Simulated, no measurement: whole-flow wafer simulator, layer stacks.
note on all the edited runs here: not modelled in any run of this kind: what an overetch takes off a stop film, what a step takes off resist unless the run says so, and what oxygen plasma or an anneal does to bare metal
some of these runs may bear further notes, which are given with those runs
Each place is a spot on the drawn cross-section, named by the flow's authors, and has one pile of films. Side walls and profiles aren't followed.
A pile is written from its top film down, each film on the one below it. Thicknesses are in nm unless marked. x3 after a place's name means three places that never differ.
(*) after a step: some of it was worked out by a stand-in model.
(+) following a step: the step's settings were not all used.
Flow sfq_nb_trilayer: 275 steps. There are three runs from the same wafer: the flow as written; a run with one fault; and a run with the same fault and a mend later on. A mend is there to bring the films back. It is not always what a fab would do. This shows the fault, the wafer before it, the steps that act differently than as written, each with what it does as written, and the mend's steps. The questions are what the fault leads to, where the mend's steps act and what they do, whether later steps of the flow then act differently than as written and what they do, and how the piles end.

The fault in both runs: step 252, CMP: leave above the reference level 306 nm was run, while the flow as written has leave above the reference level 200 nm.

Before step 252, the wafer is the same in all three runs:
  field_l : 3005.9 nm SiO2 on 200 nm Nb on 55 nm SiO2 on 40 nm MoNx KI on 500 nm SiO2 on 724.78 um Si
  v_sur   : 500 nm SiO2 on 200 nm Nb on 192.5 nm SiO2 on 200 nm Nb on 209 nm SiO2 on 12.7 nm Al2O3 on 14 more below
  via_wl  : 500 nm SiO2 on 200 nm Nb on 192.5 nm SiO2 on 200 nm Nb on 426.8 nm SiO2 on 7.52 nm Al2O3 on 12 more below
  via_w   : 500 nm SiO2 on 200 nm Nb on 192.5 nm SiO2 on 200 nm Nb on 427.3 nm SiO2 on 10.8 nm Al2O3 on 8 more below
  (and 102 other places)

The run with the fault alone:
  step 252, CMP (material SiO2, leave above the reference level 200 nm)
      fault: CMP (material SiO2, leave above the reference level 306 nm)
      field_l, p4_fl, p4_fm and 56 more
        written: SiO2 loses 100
        fault: nothing
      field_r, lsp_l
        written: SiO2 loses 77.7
        fault: nothing
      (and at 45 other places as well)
  Later steps of the flow acting differently than as written (6 more steps, not shown, differ only slightly: by at most 2% or 0.5 nm, whichever is larger):
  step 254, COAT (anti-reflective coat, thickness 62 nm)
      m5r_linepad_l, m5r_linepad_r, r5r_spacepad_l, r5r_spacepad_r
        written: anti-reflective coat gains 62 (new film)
        fault: anti-reflective coat gains 64.5 (new film)
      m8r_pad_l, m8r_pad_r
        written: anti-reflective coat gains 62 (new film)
        fault: anti-reflective coat gains 63.7 (new film)
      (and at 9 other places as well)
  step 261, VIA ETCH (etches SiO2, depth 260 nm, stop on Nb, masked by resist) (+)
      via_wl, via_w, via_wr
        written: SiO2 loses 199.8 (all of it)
        fault: SiO2 loses 260
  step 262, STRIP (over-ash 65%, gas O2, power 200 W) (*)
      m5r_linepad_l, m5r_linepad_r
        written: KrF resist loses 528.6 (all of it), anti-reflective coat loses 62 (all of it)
        fault: KrF resist loses 527.8 (all of it), anti-reflective coat loses 64.5 (all of it)
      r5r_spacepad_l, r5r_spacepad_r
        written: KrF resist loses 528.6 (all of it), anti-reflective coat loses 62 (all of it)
        fault: KrF resist loses 528.1 (all of it), anti-reflective coat loses 64.5 (all of it)
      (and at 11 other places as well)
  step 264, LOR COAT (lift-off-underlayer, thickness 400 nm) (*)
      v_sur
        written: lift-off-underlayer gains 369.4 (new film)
        fault: lift-off-underlayer gains 359.8 (new film)
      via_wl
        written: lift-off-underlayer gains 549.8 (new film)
        fault: lift-off-underlayer gains 592.7 (new film)
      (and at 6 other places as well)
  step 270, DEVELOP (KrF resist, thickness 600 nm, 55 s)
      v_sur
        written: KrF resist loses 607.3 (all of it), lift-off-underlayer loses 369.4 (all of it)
        fault: KrF resist loses 608.1 (all of it), lift-off-underlayer loses 359.8 (all of it)
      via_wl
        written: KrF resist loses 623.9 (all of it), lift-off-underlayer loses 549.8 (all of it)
        fault: KrF resist loses 631.4 (all of it), lift-off-underlayer loses 592.7 (all of it)
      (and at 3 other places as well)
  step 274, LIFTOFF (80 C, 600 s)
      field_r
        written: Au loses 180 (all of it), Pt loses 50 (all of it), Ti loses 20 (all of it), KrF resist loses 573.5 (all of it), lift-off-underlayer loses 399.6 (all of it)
        fault: Au loses 180 (all of it), Pt loses 50 (all of it), Ti loses 20 (all of it), KrF resist loses 576.7 (all of it), lift-off-underlayer loses 418 (all of it)
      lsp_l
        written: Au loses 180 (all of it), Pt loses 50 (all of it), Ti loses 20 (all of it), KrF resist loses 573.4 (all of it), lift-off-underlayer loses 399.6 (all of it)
        fault: Au loses 180 (all of it), Pt loses 50 (all of it), Ti loses 20 (all of it), KrF resist loses 577.3 (all of it), lift-off-underlayer loses 417 (all of it)
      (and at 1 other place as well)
  The piles end different from the flow's at field_l, v_sur, via_wl and 103 more by more than 2% or 0.5 nm, whichever is larger.
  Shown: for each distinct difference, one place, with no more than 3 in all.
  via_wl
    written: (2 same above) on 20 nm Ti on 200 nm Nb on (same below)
    fault: (2 same above) on 20 nm Ti on 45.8 nm SiO2 on 200 nm Nb on (same below)
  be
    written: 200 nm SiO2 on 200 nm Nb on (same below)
    fault: 306 nm SiO2 on 200 nm Nb on (same below)
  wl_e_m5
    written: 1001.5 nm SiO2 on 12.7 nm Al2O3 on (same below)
    fault: 1101.5 nm SiO2 on 12.7 nm Al2O3 on (same below)

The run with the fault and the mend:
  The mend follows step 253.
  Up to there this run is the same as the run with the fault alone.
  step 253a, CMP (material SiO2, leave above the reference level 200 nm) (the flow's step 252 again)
      field_l, p4_fl, p4_fm and 56 more
        SiO2 loses 100
      v_sur, via_wl, via_w and 40 more
        SiO2 loses 106
      field_r, lsp_l
        SiO2 loses 77.7
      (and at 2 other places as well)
  Every later step of the flow that is run acts as written at every place that is followed.
  By the end, the piles equal the flow's at every place that both follow.
